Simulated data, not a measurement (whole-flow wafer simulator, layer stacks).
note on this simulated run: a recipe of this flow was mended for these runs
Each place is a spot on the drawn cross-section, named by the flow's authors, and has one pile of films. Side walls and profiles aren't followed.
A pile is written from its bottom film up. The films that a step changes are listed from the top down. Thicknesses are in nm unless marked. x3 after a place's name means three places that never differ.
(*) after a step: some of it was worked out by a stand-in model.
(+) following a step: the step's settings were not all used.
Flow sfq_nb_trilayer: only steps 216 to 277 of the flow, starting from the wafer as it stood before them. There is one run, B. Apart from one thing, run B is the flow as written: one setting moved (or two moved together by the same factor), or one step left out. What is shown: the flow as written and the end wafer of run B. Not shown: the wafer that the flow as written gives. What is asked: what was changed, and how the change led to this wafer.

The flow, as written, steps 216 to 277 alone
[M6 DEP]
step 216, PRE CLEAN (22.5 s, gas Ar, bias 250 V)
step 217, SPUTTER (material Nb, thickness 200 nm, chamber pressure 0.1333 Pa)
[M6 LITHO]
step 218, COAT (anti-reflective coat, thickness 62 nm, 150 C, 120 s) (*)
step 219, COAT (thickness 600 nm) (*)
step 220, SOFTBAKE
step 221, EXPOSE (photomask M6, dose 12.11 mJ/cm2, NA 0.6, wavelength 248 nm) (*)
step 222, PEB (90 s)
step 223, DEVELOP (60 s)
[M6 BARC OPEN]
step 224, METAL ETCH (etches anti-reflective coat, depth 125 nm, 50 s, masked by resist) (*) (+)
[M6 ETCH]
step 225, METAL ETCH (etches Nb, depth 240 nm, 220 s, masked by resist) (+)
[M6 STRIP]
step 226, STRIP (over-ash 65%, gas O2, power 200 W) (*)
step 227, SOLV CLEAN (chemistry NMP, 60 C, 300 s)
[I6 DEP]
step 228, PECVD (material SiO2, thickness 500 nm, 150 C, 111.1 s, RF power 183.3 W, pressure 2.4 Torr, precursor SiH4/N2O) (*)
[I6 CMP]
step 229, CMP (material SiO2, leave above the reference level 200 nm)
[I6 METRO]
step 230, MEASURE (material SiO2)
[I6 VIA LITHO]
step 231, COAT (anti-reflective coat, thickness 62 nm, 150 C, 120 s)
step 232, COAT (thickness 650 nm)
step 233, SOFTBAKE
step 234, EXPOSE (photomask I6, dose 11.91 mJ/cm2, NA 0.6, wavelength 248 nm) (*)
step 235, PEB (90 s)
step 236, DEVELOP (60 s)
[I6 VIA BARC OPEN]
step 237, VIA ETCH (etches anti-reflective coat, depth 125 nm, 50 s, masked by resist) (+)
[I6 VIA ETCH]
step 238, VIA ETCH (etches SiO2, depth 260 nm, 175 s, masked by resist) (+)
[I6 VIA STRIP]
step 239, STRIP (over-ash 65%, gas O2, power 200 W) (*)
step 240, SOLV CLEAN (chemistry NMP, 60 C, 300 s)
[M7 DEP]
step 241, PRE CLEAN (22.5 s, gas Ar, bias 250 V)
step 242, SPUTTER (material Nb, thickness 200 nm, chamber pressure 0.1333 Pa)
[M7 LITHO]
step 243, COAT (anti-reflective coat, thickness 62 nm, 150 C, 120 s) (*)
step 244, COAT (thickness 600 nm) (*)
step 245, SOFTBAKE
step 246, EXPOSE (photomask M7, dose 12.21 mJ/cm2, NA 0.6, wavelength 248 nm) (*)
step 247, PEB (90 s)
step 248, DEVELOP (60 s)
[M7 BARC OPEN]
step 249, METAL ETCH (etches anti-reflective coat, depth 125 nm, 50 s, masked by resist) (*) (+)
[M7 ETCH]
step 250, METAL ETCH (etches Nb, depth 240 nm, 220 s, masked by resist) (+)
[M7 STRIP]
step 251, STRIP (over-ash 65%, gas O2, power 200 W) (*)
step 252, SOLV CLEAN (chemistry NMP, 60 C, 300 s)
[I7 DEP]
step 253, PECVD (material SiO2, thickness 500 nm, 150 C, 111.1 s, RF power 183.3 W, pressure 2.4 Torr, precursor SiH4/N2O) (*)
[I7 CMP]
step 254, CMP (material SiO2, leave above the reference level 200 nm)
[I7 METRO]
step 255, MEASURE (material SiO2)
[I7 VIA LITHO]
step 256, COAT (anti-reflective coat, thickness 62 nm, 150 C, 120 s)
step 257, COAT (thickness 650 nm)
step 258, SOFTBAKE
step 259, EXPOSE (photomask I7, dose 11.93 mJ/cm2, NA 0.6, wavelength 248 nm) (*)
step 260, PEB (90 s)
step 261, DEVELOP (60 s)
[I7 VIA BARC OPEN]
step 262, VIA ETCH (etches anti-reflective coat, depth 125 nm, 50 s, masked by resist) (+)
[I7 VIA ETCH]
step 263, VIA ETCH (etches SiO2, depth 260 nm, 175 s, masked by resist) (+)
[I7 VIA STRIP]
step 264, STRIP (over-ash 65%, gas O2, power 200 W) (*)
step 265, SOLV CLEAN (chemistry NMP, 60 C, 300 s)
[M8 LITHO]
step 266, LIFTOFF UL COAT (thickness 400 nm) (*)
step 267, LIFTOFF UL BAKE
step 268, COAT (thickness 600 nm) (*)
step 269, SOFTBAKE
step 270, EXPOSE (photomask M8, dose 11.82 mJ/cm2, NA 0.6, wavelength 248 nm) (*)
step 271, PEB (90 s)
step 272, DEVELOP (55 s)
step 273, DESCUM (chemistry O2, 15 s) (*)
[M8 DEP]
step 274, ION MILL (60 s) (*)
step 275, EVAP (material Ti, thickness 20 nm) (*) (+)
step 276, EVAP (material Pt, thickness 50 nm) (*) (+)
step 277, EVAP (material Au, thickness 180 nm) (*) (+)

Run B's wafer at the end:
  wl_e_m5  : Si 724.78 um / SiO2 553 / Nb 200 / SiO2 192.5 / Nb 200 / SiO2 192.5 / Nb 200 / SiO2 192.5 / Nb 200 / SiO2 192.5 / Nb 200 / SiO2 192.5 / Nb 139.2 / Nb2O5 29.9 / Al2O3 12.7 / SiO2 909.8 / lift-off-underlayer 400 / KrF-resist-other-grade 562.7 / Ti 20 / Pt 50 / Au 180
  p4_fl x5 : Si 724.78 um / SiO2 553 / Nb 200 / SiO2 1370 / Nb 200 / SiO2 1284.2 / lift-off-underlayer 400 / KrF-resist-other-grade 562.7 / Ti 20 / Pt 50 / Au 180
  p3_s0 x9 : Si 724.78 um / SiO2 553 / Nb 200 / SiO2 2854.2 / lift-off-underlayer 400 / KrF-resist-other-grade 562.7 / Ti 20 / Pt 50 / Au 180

Cause: step 217, SPUTTER: thickness 110 nm was run, though the flow has thickness 200 nm.

How this came from the change, step by step:
  step 217, SPUTTER (material Nb, thickness 200 nm, chamber pressure 0.1333 Pa)
      field_l, v_sur, via_wl and 100 more: Nb gains 110 (new film) (it would be, as written: Nb gains 200 (new film))
      be: Nb gains 80.7 (it would be, as written: Nb gains 145.8)
      (as well as at 2 more places)
  step 218, COAT (anti-reflective coat, thickness 62 nm, 150 C, 120 s) (*)
      r5r_line_l, r5r_line_c, r5r_line_r: anti-reflective coat gains 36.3 (new film) (it would be, as written: anti-reflective coat gains 37.1 (new film))
      wire: anti-reflective coat gains 32.3 (new film) (it would be, as written: anti-reflective coat gains 33.4 (new film))
      (as well as at 5 more places)
  step 224, METAL ETCH (etches anti-reflective coat, depth 125 nm, 50 s, masked by resist) (*) (+)
      r5r_line_l, r5r_line_c, r5r_line_r: anti-reflective coat loses 36.3 (all of it) (it would be, as written: anti-reflective coat loses 37.1 (all of it))
  step 225, METAL ETCH (etches Nb, depth 240 nm, 220 s, masked by resist) (+)
      field_l, gap, moat and 76 more: Nb loses 110 (all of it), SiO2 loses 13 (it would be, as written: Nb loses 200 (all of it), SiO2 loses 4)
  step 226, STRIP (over-ash 65%, gas O2, power 200 W) (*)
      wire: KrF-resist-other-grade loses 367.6 (all of it), anti-reflective coat loses 32.3 (all of it) (it would be, as written: KrF-resist-other-grade loses 363.9 (all of it), anti-reflective coat loses 33.4 (all of it))
      be: KrF-resist-other-grade loses 546.5 (all of it), anti-reflective coat loses 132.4 (all of it) (it would be, as written: KrF-resist-other-grade loses 559.4 (all of it), anti-reflective coat loses 139.6 (all of it))
      (as well as at 4 more places)
  step 228, PECVD (material SiO2, thickness 500 nm, 150 C, 111.1 s, RF power 183.3 W, pressure 2.4 Torr, precursor SiH4/N2O) (*)
      gap, wl_a_sl, m6r_space_l x2: SiO2 gains 500 (it would be, as written: SiO2 gains 561.1)
      be: SiO2 gains 666.8 (new film) (it would be, as written: SiO2 gains 702 (new film))
  step 229, CMP (material SiO2, leave above the reference level 200 nm)
      field_l, p4_fl x5, p4_w1 x9 and 47 more: SiO2 loses 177 (it would be, as written: SiO2 loses 96)
      moat, field_r, lsp_l, ln_m5, lsp_m: SiO2 loses 177 (it would be, as written: SiO2 loses 89.5)
      (as well as at 13 more places)
